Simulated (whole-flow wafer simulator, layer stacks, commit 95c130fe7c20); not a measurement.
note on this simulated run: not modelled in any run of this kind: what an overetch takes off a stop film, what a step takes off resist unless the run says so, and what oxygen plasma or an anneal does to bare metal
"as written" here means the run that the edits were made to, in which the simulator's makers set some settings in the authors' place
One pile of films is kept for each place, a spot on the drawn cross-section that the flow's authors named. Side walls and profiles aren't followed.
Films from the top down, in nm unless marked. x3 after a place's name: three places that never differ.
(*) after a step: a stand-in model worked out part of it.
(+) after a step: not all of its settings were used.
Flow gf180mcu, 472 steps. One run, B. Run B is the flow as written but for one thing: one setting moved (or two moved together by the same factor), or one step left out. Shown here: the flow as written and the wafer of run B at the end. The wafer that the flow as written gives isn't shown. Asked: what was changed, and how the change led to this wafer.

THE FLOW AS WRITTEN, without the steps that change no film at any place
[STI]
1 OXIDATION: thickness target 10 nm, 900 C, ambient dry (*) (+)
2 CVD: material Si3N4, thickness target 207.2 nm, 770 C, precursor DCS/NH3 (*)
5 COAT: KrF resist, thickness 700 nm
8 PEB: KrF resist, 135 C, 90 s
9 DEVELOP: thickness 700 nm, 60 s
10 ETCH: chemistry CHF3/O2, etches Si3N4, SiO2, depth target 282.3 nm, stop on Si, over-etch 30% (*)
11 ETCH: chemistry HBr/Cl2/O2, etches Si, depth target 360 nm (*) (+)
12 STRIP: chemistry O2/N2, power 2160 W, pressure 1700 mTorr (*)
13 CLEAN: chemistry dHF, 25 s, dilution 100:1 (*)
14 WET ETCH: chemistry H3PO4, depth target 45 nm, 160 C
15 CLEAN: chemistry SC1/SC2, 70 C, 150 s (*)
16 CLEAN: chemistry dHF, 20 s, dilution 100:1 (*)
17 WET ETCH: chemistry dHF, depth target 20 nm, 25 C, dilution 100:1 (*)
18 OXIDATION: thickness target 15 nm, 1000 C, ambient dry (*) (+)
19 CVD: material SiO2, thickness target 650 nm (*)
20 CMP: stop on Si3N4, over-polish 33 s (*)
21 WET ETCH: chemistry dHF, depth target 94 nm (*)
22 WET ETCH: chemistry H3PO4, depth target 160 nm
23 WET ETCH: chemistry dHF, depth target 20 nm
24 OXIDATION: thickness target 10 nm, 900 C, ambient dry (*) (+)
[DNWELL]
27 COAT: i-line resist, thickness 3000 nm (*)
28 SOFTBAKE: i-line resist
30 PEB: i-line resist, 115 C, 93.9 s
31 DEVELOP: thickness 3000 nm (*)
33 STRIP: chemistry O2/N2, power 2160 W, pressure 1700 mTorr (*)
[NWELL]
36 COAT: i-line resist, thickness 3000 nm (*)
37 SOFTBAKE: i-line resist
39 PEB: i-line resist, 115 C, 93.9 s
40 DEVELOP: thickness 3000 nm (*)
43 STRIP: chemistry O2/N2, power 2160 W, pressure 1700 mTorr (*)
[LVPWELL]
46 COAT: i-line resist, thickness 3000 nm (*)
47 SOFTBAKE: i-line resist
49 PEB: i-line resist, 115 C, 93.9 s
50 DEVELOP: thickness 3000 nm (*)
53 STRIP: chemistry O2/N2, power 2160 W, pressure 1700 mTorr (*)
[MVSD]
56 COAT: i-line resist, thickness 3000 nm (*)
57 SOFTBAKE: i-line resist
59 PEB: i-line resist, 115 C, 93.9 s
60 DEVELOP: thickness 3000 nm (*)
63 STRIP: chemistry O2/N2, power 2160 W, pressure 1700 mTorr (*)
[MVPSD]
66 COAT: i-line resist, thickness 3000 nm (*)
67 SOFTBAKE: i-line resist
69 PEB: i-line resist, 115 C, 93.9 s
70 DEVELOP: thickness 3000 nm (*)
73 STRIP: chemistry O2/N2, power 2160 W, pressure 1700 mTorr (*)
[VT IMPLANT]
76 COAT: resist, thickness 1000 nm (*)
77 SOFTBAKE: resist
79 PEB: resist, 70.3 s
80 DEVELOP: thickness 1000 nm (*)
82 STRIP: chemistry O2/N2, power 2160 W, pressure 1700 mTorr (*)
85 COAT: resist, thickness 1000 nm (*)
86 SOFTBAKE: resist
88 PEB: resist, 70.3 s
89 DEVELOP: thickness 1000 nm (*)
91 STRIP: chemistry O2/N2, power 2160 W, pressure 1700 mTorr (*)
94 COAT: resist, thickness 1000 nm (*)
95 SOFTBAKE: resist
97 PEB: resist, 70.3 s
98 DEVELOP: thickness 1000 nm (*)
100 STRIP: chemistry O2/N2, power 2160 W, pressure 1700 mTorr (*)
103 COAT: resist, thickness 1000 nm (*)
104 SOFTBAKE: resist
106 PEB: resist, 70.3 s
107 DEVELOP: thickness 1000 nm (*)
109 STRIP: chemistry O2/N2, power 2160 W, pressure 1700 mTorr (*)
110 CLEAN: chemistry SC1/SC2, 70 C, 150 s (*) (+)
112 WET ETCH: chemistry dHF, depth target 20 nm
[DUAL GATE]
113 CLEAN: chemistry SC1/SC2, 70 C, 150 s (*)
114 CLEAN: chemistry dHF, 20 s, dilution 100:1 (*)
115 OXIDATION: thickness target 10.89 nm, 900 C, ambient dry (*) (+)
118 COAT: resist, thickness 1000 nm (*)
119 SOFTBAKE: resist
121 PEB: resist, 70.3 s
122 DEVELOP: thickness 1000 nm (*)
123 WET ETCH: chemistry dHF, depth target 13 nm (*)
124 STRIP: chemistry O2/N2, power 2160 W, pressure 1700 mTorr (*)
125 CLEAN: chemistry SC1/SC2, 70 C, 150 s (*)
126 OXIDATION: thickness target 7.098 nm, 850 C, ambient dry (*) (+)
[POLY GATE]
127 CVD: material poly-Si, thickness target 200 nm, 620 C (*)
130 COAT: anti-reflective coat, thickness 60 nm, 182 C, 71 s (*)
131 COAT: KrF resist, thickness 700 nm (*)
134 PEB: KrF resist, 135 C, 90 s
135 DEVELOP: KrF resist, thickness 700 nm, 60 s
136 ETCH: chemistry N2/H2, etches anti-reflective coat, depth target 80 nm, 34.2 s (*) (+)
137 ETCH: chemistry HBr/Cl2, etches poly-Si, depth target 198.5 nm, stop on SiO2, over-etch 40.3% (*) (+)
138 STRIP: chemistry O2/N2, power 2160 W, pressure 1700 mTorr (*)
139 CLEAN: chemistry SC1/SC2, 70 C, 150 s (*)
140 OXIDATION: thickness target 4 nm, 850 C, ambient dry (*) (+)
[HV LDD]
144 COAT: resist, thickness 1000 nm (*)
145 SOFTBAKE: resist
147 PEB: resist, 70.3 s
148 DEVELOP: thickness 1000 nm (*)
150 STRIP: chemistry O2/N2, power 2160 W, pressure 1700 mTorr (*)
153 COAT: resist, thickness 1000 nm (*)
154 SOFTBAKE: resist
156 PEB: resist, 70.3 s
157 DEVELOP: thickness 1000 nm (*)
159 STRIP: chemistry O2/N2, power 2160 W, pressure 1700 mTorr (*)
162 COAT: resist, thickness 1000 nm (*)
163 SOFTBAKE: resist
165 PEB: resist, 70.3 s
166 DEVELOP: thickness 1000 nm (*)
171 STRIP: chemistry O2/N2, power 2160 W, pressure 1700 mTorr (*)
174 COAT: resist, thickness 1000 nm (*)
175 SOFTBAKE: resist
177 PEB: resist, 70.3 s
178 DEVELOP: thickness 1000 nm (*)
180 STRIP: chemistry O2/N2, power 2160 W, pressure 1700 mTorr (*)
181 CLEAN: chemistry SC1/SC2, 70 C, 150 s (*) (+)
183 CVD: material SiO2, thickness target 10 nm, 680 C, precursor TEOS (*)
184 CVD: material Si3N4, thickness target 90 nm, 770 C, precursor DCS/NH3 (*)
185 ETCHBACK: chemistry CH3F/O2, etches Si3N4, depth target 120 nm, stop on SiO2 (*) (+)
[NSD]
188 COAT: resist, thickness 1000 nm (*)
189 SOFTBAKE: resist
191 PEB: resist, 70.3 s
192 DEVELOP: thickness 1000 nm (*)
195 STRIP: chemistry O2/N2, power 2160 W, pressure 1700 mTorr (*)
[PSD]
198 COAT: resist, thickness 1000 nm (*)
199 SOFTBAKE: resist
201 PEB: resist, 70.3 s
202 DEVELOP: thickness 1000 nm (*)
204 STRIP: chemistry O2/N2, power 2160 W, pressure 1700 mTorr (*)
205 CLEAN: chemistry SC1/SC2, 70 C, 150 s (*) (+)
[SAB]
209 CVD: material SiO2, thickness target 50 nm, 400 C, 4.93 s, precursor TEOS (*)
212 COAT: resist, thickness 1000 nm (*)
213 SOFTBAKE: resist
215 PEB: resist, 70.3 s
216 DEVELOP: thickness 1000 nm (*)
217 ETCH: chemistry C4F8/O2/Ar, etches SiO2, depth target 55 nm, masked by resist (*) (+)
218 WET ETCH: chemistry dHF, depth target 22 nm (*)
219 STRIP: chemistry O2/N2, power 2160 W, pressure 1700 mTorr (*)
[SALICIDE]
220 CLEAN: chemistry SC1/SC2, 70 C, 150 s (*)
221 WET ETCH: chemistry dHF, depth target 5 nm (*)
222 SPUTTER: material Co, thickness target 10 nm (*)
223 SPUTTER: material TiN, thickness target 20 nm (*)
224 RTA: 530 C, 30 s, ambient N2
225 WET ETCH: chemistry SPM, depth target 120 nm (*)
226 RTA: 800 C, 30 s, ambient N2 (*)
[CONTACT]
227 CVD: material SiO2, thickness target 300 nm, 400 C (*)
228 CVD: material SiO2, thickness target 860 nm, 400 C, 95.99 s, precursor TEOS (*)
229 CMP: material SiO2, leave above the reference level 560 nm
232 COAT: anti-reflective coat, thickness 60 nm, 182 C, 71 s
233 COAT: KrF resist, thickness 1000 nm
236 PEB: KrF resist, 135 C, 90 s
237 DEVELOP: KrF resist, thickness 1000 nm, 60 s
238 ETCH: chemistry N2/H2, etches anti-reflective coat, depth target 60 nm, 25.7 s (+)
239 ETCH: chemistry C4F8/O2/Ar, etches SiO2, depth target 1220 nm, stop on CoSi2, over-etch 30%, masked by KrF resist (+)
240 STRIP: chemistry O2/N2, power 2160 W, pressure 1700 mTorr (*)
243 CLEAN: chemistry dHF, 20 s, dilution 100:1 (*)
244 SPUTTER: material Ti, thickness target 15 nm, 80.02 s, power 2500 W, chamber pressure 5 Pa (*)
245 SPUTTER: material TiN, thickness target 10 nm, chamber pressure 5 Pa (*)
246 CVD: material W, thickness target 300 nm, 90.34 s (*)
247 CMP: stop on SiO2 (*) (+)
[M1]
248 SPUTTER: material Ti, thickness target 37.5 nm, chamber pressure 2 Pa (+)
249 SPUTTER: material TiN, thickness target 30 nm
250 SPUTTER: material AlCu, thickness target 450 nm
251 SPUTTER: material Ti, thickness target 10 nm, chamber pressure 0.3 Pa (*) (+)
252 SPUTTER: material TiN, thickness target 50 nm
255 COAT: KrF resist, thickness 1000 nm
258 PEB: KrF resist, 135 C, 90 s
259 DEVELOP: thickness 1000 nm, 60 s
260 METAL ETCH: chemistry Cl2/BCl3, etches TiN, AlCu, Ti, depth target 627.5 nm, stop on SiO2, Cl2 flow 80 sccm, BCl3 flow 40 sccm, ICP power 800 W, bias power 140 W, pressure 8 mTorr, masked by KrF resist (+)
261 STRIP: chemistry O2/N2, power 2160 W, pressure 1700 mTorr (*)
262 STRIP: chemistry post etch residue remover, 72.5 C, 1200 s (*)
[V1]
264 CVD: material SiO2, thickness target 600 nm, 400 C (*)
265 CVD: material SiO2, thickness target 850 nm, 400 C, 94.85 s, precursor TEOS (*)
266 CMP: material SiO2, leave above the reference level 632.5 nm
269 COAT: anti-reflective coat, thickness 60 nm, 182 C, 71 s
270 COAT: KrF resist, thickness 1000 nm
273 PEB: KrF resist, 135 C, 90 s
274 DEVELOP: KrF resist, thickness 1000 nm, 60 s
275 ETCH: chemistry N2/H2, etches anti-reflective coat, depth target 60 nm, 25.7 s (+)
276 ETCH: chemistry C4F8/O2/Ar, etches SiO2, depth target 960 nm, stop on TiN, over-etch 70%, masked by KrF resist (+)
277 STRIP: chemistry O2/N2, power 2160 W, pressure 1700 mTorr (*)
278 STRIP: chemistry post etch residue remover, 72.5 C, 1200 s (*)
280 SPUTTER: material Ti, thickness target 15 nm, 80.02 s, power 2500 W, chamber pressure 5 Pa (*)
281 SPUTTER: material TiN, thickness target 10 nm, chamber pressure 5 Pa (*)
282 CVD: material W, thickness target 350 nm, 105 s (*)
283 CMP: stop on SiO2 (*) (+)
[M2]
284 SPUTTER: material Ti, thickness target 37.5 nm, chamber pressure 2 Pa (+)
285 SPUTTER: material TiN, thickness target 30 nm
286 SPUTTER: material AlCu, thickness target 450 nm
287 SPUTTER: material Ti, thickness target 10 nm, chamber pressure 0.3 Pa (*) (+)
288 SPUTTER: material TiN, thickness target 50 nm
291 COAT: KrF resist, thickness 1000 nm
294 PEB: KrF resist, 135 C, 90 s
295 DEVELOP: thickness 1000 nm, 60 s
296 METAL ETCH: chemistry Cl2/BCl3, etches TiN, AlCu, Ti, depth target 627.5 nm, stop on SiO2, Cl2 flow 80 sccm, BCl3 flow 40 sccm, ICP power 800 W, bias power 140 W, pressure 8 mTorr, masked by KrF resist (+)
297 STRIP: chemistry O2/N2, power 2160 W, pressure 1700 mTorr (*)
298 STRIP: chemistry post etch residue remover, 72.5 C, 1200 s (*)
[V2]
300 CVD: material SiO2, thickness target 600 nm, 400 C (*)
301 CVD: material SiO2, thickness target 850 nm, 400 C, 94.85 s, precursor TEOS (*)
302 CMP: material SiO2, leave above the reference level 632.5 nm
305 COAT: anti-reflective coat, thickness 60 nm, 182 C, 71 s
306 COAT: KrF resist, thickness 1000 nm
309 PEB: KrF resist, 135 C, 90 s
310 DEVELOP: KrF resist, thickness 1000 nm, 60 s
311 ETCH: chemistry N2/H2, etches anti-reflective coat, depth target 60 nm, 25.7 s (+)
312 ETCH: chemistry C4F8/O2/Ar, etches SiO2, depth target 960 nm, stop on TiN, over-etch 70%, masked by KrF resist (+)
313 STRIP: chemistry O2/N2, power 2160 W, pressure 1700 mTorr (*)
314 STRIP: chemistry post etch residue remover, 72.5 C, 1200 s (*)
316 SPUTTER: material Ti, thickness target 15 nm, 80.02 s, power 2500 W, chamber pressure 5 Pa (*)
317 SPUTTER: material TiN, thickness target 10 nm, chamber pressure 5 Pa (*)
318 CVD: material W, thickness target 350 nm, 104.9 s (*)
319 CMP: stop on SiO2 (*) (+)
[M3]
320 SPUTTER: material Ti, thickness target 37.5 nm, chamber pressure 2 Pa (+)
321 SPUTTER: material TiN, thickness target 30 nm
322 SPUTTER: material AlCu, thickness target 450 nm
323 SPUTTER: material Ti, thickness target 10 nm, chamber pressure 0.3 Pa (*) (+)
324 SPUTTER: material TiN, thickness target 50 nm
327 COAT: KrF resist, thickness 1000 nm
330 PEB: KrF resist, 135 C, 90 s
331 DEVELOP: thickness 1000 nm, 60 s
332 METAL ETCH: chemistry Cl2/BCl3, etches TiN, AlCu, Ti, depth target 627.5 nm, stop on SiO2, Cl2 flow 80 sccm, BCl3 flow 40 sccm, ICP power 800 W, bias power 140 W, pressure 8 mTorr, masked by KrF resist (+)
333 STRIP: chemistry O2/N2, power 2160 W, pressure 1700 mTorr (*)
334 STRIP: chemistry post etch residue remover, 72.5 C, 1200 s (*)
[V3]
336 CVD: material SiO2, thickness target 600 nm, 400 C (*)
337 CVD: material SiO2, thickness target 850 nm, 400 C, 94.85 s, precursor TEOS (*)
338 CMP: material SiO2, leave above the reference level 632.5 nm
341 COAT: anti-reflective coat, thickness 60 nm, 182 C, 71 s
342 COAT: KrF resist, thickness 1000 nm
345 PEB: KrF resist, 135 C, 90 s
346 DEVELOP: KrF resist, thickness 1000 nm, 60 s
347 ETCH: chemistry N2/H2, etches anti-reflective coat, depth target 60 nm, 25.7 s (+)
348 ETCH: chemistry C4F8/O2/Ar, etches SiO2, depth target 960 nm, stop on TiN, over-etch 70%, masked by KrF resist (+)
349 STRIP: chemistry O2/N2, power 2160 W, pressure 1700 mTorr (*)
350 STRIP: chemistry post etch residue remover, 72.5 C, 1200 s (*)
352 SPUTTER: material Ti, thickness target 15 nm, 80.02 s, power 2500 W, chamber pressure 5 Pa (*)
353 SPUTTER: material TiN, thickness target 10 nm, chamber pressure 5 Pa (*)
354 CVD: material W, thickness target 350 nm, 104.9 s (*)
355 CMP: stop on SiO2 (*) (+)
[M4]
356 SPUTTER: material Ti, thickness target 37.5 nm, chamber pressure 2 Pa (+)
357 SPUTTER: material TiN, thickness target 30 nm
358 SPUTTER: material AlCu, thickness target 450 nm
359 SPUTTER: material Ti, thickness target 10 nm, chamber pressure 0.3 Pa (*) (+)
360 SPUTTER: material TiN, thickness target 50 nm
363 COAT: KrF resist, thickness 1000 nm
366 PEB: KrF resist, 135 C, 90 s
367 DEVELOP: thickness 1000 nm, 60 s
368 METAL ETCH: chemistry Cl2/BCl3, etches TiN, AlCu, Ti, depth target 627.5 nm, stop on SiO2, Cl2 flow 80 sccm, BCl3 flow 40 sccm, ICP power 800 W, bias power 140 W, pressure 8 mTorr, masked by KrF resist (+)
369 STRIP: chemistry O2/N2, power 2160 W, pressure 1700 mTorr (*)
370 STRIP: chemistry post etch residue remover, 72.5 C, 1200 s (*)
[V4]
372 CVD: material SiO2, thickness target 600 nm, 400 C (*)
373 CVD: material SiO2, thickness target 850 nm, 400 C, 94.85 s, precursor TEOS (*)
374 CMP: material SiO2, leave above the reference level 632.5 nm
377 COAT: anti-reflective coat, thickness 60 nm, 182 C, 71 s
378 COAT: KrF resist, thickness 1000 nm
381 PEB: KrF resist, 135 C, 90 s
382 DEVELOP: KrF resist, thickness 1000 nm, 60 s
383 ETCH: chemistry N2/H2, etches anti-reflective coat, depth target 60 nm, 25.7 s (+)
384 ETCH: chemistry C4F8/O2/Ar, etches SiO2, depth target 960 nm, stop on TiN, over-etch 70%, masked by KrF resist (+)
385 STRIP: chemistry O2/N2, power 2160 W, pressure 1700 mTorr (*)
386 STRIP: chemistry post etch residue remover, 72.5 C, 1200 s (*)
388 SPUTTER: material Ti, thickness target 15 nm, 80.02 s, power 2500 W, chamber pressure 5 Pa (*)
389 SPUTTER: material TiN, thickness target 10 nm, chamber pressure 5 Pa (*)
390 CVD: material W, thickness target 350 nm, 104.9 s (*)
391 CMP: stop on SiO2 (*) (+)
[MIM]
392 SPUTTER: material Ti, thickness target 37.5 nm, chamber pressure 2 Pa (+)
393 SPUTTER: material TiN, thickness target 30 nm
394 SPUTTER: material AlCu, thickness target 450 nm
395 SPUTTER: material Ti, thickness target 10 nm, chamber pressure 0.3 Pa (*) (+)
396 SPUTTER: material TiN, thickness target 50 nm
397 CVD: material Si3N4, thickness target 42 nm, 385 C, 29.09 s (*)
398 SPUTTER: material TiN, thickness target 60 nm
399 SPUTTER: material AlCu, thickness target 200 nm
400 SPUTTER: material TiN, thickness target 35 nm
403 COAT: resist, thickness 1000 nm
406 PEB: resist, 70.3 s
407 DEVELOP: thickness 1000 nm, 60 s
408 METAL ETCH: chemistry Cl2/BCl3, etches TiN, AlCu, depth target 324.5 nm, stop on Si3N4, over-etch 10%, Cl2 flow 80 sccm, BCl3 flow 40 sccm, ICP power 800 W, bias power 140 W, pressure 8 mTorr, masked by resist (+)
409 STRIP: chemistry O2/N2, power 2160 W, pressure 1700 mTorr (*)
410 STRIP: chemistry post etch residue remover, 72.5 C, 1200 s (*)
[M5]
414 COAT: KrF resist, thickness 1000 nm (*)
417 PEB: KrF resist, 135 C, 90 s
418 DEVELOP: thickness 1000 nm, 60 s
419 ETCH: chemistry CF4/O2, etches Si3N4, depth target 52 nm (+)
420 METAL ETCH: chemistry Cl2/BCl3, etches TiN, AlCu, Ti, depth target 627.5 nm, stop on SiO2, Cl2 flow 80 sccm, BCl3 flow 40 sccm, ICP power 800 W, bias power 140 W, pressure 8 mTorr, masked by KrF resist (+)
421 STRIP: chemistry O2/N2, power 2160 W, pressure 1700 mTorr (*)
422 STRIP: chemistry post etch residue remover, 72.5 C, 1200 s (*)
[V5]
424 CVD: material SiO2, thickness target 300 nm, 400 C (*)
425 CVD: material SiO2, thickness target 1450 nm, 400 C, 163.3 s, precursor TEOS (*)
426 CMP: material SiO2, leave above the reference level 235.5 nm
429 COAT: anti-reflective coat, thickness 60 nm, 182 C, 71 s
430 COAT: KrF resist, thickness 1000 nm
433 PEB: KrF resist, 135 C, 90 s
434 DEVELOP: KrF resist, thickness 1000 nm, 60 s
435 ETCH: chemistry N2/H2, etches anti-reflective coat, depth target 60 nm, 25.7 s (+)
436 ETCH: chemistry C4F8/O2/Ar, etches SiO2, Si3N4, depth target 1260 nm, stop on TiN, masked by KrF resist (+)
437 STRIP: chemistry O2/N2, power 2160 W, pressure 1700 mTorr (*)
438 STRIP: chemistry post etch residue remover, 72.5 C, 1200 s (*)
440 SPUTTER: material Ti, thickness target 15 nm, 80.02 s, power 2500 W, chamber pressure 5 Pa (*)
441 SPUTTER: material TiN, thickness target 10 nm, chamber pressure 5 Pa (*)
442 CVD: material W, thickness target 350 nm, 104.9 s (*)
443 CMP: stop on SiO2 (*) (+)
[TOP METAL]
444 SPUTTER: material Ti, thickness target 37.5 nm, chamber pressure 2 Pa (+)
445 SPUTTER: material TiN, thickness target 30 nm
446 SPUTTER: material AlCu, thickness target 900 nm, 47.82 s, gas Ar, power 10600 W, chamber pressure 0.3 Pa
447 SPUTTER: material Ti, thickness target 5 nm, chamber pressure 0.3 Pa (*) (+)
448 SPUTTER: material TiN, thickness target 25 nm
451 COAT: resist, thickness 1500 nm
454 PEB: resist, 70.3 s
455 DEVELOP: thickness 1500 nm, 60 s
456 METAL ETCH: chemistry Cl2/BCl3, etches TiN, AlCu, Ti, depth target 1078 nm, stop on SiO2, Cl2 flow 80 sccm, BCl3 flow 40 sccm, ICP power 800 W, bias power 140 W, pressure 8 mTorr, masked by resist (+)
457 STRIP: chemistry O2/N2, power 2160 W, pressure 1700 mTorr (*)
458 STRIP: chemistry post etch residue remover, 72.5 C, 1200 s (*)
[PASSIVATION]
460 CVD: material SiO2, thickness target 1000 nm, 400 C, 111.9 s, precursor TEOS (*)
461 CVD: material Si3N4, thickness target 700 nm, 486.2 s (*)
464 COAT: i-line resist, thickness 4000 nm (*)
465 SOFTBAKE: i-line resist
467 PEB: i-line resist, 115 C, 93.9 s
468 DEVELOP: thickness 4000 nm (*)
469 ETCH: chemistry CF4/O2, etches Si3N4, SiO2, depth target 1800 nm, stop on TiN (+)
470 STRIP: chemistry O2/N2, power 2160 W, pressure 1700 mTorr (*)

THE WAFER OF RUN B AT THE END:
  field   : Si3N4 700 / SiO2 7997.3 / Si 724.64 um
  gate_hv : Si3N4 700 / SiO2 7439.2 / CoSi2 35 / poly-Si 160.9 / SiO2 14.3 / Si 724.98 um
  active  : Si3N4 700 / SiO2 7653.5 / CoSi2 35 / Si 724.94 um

The cause: step 250, SPUTTER: thickness target 220 nm was run, where the flow has thickness target 450 nm.

How the change led to this, step by step:
  250 SPUTTER: material AlCu, thickness target 450 nm
      field, field__w1, field__w2 and 108 more: AlCu +220 (new film) (as written it would be: AlCu +450 (new film))
  260 METAL ETCH: chemistry Cl2/BCl3, etches TiN, AlCu, Ti, depth target 627.5 nm, stop on SiO2, Cl2 flow 80 sccm, BCl3 flow 40 sccm, ICP power 800 W, bias power 140 W, pressure 8 mTorr, masked by KrF resist (+)
      field, field__w1, field__w2 and 99 more: TiN -50 (all of it), Ti -10 (all of it), AlCu -220 (all of it), TiN -30 (all of it), Ti -37.5 (all of it) (as written it would be: TiN -50 (all of it), Ti -10 (all of it), AlCu -450 (all of it), TiN -30 (all of it), Ti -37.5 (all of it))
      field__w8, contact, m1 and 6 more: KrF resist -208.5 (as written it would be: KrF resist -251)
  261 STRIP: chemistry O2/N2, power 2160 W, pressure 1700 mTorr (*)
      field__w8, contact, m1 and 6 more: KrF resist -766 (all of it) (as written it would be: KrF resist -723.5 (all of it))
  266 CMP: material SiO2, leave above the reference level 632.5 nm
      field, field__w1, field__w2 and 99 more: SiO2 -530 (as written it would be: SiO2 -300)
